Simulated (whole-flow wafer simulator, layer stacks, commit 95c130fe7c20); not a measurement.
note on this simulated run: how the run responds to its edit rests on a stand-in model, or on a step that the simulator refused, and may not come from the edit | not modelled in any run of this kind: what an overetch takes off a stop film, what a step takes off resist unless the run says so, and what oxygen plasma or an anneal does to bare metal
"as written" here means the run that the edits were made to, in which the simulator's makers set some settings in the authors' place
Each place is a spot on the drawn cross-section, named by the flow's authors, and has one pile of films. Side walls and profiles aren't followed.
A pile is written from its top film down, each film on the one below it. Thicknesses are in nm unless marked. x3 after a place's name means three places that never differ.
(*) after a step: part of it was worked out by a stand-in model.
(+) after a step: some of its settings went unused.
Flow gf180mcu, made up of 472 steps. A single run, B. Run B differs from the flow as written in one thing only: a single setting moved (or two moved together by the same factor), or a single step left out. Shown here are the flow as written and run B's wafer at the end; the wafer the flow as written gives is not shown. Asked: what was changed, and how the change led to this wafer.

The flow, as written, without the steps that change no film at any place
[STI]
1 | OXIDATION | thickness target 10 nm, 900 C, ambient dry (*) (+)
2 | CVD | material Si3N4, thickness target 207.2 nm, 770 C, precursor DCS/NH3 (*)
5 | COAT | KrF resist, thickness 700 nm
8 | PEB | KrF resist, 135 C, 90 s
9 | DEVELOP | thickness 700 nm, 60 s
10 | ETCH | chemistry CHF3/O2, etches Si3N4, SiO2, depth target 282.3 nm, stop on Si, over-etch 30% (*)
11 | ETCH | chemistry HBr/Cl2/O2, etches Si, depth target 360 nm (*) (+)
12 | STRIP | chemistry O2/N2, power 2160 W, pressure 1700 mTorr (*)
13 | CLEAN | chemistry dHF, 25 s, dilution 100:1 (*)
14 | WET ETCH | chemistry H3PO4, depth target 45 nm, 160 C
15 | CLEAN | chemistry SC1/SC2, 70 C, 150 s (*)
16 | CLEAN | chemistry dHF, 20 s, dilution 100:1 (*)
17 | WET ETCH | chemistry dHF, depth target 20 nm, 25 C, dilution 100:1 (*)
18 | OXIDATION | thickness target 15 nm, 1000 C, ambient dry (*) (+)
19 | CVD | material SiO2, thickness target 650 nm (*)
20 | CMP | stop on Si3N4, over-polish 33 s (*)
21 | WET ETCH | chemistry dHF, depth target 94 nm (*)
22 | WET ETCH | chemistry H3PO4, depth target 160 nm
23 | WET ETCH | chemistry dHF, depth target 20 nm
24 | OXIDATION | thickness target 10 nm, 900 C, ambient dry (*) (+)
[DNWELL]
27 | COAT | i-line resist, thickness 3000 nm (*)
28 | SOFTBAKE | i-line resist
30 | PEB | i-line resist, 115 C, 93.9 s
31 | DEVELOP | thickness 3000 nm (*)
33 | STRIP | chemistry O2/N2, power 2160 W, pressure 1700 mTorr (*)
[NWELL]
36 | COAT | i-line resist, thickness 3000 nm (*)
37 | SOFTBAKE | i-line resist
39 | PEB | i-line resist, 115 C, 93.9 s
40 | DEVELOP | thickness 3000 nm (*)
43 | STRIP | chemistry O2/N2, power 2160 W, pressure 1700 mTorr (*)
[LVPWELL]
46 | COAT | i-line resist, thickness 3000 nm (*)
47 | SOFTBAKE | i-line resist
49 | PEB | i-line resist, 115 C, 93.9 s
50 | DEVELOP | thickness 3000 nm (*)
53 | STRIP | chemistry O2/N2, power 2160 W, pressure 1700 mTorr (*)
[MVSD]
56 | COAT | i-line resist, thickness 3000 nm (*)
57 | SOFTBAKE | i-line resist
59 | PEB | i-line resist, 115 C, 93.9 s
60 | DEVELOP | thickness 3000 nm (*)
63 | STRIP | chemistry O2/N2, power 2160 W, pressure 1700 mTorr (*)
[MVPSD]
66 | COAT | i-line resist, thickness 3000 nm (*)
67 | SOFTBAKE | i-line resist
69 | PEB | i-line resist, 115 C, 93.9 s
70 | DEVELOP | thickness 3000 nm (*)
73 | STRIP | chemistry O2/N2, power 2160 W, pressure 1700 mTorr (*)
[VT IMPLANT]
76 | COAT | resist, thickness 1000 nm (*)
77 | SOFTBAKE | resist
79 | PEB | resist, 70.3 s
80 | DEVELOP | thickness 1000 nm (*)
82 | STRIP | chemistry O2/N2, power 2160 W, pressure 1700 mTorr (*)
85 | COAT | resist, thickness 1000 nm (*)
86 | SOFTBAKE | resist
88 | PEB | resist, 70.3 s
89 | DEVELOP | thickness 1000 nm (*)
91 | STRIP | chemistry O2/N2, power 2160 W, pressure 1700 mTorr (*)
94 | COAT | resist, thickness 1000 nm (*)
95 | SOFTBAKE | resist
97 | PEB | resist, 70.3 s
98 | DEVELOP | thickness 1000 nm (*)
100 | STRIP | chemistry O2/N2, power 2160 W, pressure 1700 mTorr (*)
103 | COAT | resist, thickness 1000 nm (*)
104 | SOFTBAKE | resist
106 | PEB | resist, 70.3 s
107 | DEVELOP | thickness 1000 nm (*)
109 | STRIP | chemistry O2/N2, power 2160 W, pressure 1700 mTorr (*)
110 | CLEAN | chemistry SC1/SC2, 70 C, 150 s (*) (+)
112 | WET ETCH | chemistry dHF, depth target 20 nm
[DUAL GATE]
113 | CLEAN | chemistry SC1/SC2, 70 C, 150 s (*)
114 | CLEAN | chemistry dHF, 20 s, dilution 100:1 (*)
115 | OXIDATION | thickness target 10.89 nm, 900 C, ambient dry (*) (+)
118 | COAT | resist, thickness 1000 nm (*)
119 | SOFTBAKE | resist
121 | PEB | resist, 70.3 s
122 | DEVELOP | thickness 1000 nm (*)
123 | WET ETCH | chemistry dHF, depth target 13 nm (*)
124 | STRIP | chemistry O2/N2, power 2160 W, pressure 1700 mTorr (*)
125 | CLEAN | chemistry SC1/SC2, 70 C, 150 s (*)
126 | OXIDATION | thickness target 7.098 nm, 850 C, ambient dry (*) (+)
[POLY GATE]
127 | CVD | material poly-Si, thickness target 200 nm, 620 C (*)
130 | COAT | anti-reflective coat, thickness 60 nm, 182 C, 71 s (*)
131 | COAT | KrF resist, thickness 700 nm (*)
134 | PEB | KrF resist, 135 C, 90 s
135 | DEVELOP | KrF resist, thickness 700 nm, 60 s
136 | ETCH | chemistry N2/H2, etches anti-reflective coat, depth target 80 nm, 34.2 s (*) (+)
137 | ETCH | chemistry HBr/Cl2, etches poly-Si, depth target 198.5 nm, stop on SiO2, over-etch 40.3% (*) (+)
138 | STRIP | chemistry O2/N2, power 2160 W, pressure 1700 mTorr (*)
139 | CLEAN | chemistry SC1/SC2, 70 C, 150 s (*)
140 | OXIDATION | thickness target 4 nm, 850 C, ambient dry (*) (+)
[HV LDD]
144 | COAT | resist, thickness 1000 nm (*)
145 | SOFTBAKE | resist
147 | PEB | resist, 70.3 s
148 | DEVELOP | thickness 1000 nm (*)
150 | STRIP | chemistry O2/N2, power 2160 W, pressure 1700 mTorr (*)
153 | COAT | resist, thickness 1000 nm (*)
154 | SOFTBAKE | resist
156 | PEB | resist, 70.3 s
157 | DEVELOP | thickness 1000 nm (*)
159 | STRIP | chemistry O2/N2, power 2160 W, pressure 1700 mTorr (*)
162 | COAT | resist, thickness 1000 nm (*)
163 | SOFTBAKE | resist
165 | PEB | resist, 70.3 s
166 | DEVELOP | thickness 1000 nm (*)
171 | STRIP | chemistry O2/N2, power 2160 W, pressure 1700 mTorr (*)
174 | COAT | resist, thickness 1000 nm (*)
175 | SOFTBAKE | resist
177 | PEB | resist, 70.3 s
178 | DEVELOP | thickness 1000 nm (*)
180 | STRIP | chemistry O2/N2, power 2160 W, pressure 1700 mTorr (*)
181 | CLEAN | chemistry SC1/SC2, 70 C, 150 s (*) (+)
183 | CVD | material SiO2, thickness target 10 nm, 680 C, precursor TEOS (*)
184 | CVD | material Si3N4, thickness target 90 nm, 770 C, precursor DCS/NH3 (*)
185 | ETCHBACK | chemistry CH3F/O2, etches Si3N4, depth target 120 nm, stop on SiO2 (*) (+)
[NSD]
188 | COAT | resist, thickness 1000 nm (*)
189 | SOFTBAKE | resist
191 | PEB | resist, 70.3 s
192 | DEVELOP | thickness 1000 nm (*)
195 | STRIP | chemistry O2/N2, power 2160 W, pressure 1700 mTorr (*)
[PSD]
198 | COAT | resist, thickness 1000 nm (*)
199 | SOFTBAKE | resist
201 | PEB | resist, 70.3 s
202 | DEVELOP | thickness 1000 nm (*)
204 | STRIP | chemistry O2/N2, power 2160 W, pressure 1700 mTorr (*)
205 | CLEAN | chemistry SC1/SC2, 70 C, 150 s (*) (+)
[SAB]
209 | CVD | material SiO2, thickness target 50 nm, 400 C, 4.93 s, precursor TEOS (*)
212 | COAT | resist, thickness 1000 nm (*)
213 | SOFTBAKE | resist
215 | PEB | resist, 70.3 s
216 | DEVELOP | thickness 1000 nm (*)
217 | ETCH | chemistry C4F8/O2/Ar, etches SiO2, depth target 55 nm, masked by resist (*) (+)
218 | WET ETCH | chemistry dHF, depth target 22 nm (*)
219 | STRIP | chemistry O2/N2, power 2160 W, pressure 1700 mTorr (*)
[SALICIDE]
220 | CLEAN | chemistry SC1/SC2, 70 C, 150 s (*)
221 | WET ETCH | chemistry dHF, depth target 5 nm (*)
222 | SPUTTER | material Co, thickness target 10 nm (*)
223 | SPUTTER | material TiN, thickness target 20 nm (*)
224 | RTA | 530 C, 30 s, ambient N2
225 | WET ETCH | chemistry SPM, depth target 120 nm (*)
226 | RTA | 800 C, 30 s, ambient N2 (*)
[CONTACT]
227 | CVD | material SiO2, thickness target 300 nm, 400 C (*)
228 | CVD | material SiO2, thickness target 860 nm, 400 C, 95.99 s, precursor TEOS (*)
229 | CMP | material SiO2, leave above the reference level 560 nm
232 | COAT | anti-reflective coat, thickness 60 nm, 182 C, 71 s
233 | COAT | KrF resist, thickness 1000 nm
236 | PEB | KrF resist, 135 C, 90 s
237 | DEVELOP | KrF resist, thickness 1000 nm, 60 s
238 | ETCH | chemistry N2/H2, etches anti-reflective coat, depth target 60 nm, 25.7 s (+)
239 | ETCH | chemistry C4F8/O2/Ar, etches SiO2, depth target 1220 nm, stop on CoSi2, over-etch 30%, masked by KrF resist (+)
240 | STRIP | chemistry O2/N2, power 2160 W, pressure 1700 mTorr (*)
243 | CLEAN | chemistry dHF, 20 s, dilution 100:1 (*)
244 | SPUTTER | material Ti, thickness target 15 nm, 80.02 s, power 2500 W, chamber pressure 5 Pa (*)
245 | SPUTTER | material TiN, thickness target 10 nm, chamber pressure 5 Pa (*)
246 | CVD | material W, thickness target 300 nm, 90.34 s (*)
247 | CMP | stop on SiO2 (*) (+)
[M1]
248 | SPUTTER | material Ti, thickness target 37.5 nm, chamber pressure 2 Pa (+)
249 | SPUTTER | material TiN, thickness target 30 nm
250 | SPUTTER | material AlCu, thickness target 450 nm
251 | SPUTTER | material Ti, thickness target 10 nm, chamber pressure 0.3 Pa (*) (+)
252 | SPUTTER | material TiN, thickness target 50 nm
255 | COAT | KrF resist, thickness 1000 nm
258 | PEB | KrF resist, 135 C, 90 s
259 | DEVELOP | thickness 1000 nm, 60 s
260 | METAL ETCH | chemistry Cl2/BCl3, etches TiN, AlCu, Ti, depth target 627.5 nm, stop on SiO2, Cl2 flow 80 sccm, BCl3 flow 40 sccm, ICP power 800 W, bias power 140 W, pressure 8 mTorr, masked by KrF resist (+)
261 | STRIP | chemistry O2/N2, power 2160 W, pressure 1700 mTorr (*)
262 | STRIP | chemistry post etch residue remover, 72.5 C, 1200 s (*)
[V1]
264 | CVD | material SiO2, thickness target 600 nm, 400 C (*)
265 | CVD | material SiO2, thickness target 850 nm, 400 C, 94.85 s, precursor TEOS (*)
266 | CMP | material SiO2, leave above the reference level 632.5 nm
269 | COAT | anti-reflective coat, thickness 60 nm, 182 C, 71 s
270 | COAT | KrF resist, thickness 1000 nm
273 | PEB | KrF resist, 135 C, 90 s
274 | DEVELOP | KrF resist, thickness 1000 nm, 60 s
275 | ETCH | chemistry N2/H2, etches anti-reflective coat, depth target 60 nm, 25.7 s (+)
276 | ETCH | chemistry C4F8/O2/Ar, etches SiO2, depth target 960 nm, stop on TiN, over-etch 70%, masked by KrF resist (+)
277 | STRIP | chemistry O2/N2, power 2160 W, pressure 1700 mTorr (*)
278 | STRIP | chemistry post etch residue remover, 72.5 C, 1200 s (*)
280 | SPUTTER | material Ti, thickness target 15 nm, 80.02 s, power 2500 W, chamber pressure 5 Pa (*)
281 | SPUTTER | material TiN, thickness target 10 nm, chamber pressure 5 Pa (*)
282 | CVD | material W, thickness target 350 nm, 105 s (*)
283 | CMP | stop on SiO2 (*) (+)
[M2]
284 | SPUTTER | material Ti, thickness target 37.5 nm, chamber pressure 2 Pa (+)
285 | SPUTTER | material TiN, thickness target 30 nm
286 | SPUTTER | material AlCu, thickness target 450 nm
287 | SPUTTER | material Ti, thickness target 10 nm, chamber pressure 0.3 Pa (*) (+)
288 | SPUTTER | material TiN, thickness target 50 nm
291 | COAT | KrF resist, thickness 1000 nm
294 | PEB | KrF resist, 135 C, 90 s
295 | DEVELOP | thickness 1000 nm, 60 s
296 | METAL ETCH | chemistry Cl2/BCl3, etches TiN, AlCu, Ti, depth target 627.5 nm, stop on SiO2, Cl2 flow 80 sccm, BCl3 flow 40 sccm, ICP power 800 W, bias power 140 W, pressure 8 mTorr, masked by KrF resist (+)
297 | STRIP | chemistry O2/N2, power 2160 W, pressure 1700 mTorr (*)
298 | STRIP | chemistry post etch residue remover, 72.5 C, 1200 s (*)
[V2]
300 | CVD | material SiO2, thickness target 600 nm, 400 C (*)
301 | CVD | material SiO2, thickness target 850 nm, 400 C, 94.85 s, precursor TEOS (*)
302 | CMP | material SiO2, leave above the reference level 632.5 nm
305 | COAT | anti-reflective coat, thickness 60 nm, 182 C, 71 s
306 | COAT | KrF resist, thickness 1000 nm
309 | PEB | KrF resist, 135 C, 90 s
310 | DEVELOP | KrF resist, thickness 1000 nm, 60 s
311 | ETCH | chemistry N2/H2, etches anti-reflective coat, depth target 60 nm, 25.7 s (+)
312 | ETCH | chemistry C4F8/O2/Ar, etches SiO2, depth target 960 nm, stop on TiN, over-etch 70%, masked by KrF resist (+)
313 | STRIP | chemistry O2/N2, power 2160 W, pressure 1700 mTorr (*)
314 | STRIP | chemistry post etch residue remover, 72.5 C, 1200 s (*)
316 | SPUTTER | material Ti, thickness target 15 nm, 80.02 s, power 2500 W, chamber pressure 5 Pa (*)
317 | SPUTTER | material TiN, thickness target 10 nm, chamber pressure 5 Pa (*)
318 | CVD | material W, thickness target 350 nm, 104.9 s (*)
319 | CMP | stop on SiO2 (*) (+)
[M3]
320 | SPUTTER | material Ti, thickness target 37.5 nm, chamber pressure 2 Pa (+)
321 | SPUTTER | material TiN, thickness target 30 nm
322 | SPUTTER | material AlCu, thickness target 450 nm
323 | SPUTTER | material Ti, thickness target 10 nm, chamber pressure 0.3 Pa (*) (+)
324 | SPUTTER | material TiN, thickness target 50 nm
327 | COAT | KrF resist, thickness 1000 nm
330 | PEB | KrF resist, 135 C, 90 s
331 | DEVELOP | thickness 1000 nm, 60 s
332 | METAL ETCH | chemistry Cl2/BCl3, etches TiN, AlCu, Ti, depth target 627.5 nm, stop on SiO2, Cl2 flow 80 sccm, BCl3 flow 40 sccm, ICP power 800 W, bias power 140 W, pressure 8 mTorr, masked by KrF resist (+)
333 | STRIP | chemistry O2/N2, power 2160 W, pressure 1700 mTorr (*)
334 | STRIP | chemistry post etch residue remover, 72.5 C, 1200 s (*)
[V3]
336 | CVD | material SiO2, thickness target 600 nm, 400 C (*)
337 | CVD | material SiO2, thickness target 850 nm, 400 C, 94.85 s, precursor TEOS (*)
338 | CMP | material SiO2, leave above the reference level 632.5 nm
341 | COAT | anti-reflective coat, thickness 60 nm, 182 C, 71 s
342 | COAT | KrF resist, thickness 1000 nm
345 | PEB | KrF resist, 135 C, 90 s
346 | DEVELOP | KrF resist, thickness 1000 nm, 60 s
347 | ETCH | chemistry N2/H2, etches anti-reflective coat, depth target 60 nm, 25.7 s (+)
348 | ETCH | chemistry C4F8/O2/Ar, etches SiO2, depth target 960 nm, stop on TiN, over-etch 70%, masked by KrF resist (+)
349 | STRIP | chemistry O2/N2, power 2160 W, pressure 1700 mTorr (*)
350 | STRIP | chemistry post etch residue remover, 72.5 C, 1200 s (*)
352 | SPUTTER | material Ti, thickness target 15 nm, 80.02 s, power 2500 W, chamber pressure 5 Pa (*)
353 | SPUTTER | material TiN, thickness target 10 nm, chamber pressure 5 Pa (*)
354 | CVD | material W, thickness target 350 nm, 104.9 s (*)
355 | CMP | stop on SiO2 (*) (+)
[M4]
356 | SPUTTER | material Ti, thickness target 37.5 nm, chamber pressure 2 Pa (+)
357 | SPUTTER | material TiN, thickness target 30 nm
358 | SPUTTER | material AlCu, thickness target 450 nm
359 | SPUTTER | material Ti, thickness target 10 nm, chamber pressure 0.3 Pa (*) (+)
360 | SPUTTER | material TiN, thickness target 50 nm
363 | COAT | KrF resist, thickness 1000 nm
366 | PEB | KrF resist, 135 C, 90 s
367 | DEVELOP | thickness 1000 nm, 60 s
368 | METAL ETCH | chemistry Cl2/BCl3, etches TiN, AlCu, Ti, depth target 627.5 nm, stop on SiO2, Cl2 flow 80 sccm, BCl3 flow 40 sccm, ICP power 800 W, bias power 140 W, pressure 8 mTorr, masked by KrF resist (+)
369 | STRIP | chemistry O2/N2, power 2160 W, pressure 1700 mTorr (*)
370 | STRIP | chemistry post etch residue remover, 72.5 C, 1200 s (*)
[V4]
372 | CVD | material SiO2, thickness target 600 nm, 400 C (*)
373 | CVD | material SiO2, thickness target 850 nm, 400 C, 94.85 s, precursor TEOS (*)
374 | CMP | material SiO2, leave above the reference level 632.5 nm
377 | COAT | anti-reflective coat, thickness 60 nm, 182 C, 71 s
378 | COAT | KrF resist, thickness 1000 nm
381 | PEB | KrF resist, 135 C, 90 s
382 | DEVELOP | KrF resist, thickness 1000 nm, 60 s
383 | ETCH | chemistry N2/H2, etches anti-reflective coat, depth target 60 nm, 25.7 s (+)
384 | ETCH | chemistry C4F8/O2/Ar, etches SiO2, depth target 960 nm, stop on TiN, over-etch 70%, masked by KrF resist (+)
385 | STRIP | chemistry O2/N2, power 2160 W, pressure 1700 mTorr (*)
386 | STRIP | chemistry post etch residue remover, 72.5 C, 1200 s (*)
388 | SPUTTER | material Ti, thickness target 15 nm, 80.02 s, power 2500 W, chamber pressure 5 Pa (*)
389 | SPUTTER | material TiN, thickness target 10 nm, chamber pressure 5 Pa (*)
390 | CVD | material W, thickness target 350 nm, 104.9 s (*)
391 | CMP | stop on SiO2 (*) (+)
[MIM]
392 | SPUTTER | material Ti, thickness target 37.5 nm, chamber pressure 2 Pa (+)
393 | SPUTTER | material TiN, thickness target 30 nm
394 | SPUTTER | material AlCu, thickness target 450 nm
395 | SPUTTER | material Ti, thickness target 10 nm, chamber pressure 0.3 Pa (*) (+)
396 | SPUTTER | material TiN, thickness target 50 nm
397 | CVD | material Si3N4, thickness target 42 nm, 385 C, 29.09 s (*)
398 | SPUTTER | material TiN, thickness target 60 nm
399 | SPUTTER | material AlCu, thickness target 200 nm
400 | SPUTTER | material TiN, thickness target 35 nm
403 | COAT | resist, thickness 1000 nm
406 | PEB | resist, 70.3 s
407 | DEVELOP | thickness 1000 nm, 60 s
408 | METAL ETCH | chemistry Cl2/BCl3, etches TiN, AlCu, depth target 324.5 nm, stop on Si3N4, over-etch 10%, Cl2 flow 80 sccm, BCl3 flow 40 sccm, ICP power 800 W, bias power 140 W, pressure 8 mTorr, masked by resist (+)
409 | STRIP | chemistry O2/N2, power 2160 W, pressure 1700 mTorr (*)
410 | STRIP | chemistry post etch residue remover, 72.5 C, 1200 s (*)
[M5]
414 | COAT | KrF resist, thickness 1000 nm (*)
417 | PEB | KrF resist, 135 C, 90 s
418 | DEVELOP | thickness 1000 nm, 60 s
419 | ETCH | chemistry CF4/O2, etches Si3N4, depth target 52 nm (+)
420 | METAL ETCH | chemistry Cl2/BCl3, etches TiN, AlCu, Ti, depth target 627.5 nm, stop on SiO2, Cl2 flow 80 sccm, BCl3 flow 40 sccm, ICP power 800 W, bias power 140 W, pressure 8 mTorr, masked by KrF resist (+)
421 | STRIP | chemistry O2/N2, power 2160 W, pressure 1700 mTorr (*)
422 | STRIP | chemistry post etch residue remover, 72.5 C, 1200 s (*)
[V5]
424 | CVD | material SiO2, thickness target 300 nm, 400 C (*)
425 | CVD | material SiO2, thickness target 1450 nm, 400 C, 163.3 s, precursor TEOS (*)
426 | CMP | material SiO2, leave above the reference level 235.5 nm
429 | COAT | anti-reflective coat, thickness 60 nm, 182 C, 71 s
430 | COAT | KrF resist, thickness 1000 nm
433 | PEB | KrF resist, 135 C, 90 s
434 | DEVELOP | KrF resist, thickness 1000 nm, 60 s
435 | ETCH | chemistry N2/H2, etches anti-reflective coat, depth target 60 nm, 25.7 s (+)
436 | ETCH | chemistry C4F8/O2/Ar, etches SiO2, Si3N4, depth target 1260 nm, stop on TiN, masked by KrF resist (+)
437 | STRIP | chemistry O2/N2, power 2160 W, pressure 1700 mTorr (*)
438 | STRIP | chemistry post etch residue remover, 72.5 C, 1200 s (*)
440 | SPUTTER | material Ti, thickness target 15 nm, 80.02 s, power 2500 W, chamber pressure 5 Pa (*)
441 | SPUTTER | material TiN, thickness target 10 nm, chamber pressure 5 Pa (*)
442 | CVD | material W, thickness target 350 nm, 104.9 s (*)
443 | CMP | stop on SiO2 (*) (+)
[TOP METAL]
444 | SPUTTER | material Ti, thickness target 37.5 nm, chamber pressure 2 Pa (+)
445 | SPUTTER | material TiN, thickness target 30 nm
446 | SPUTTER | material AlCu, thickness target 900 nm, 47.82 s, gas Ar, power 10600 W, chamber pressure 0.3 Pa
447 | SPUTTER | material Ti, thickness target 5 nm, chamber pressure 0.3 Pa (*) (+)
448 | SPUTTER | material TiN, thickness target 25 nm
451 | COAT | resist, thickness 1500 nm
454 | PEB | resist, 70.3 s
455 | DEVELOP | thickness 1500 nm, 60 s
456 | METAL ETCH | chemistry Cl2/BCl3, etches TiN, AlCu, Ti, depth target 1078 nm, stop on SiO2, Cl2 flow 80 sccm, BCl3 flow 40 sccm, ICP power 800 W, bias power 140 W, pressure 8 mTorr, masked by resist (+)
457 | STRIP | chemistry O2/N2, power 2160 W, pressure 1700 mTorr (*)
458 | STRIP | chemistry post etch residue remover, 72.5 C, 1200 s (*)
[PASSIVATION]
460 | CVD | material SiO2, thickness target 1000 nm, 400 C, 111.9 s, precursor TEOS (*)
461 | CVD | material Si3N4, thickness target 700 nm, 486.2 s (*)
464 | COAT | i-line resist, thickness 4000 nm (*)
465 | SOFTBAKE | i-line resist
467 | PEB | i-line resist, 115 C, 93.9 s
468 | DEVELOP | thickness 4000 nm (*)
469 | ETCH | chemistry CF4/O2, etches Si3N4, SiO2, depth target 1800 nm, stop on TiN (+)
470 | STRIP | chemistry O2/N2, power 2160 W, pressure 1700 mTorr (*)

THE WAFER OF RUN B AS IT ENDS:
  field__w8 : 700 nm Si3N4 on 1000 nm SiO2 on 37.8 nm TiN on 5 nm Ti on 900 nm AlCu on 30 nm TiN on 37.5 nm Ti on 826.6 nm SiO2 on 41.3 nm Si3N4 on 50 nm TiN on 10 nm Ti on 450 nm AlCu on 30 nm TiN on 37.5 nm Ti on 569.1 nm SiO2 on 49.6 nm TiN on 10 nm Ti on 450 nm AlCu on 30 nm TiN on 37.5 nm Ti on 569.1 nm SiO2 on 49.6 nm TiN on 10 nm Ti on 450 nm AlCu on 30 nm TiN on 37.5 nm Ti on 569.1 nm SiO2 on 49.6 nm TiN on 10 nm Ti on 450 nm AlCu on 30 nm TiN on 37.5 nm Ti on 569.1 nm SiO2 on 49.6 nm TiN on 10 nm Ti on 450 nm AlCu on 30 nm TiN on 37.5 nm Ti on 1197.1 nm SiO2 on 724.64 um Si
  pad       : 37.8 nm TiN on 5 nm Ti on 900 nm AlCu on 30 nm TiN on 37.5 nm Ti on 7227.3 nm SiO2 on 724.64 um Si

The reason: step 448, SPUTTER: thickness target 38.2 nm was run, whereas the flow has thickness target 25 nm.

The path from the change to this, step by step:
  448 | SPUTTER | material TiN, thickness target 25 nm
      field, field__w1, field__w2 and 109 more: TiN gains 38.2 (new film) (in the flow as written it would be: TiN gains 25 (new film))
  456 | METAL ETCH | chemistry Cl2/BCl3, etches TiN, AlCu, Ti, depth target 1078 nm, stop on SiO2, Cl2 flow 80 sccm, BCl3 flow 40 sccm, ICP power 800 W, bias power 140 W, pressure 8 mTorr, masked by resist (+)
      field, field__w1, field__w2 and 103 more: TiN loses 38.2 (all of it), Ti loses 5 (all of it), AlCu loses 900 (all of it), TiN loses 30 (all of it), Ti loses 37.5 (all of it) (in the flow as written it would be: TiN loses 25 (all of it), Ti loses 5 (all of it), AlCu loses 900 (all of it), TiN loses 30 (all of it), Ti loses 37.5 (all of it))
  465 | SOFTBAKE | i-line resist
      gate: i-line resist loses 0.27 (in the flow as written it would be: i-line resist gains 1.79)
      ld_acc_p, ld_fp_p, ld_drift_p: i-line resist gains 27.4 (in the flow as written it would be: i-line resist gains 33.8)
      (and at 56 other places as well)
